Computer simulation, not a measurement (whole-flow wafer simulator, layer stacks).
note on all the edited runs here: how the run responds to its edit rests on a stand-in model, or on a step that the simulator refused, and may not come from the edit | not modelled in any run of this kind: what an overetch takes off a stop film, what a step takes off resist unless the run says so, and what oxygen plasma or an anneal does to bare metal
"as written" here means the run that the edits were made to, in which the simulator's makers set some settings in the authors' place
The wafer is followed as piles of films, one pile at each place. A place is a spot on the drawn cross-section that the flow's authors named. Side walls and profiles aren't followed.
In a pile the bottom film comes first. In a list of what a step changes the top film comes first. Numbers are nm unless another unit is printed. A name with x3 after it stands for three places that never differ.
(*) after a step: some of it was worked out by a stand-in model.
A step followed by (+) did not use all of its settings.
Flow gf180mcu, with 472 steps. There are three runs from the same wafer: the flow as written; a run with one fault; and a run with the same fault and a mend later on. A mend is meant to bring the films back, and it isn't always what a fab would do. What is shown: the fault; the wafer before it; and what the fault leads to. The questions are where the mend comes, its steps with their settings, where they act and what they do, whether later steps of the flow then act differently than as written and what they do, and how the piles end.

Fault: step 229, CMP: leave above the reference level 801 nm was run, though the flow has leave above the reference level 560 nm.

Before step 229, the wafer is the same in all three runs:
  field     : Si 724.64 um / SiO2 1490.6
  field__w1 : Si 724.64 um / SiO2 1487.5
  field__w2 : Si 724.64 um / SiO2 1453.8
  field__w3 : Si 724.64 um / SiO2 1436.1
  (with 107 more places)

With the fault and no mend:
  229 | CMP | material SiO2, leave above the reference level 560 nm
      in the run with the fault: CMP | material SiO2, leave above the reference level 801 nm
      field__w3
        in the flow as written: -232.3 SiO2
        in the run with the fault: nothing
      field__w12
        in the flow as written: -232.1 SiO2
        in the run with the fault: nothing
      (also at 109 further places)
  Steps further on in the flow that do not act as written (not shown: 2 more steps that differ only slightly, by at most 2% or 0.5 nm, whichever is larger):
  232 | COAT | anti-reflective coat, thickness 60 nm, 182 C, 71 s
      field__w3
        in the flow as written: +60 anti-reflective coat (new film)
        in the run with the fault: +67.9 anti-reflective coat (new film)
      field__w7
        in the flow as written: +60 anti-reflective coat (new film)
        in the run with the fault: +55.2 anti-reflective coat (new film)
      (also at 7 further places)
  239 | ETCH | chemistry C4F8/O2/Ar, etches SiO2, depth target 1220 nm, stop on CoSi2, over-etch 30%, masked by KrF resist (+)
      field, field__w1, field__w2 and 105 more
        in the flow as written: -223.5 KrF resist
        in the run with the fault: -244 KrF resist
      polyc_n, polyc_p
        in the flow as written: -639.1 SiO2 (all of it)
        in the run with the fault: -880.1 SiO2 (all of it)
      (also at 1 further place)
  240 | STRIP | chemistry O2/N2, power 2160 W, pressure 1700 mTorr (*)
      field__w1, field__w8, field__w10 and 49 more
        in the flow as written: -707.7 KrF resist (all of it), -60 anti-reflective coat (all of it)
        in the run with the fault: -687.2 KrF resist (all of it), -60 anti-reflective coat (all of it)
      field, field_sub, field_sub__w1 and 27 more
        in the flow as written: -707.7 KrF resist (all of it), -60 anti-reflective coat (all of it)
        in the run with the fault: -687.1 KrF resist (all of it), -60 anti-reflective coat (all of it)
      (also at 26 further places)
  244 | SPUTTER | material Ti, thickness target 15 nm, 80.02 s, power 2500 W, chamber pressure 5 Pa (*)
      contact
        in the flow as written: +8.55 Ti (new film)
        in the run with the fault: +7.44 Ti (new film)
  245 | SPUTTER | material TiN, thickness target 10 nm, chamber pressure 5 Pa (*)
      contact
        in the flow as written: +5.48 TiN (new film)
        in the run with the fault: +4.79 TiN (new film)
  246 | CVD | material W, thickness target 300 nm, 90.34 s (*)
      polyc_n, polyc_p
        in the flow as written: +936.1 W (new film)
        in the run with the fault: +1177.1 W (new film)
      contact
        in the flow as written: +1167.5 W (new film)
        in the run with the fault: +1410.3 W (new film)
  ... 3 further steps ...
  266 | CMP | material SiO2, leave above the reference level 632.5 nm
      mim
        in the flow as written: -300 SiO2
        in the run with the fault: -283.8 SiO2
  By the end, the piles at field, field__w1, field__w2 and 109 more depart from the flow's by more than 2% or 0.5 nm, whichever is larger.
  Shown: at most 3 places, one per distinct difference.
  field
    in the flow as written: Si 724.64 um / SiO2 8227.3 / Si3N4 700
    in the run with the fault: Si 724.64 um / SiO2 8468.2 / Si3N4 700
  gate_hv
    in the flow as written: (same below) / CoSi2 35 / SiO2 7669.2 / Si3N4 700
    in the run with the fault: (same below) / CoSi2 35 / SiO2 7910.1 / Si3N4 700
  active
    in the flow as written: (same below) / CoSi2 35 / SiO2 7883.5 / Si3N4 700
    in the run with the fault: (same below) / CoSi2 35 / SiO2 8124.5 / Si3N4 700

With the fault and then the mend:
  After step 237 comes the mend.
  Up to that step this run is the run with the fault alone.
  237a | STRIP | chemistry O2/N2, power 2160 W, pressure 1700 mTorr (*)
      field, field__w1, field__w8 and 72 more
        -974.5 KrF resist (all of it), -60 anti-reflective coat (all of it)
      p_well, sti, spacer, sd_n, mim_1p0, pad, dice_street
        -974.6 KrF resist (all of it), -59.9 anti-reflective coat (all of it)
      sd_p_hv, gate_p_hv, nplus_u, nw_enc_fld, nw_enc_fld__w1, nw_sep_fld, gate_p_hv5
        -974.4 KrF resist (all of it), -60 anti-reflective coat (all of it)
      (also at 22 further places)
  237b | CMP | material SiO2, leave above the reference level 560 nm (the flow's step 229, run once more)
      field, field__w1, field__w2 and 105 more
        -241 SiO2
      field__w3
        -232.3 SiO2
      field__w12
        -232.1 SiO2
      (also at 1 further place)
  237c | HMDS | 120 C, 60 s (the flow's step 231, run once more)
      alters no film at any place that is followed
  237d | COAT | anti-reflective coat, thickness 60 nm, 182 C, 71 s (the flow's step 232, run once more)
      field, field__w1, field__w2 and 108 more
        +60 anti-reflective coat (new film)
  237e | COAT | KrF resist, thickness 1000 nm (the flow's step 233, run once more)
      field, field__w1, field__w2 and 108 more
        +1000 KrF resist (new film)
  237f | SOFTBAKE | KrF resist (the flow's step 234, run once more)
      alters no film at any place that is followed
  237g | EXPOSE | photomask Contact (the flow's step 235, run once more)
      alters no film at any place that is followed
  237h | PEB | KrF resist, 135 C, 90 s (the flow's step 236, run once more)
      field, field__w1, field__w2 and 108 more
        -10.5 KrF resist
  237i | DEVELOP | KrF resist, thickness 1000 nm, 60 s (the flow's step 237, run once more)
      field, field__w1, field__w2 and 105 more
        -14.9 KrF resist
      contact, polyc_n, polyc_p
        -989.5 KrF resist (all of it)
  None of the later steps of the flow acts differently than as written at any place that is followed.
  The piles end the same as the flow's at every place that both follow.
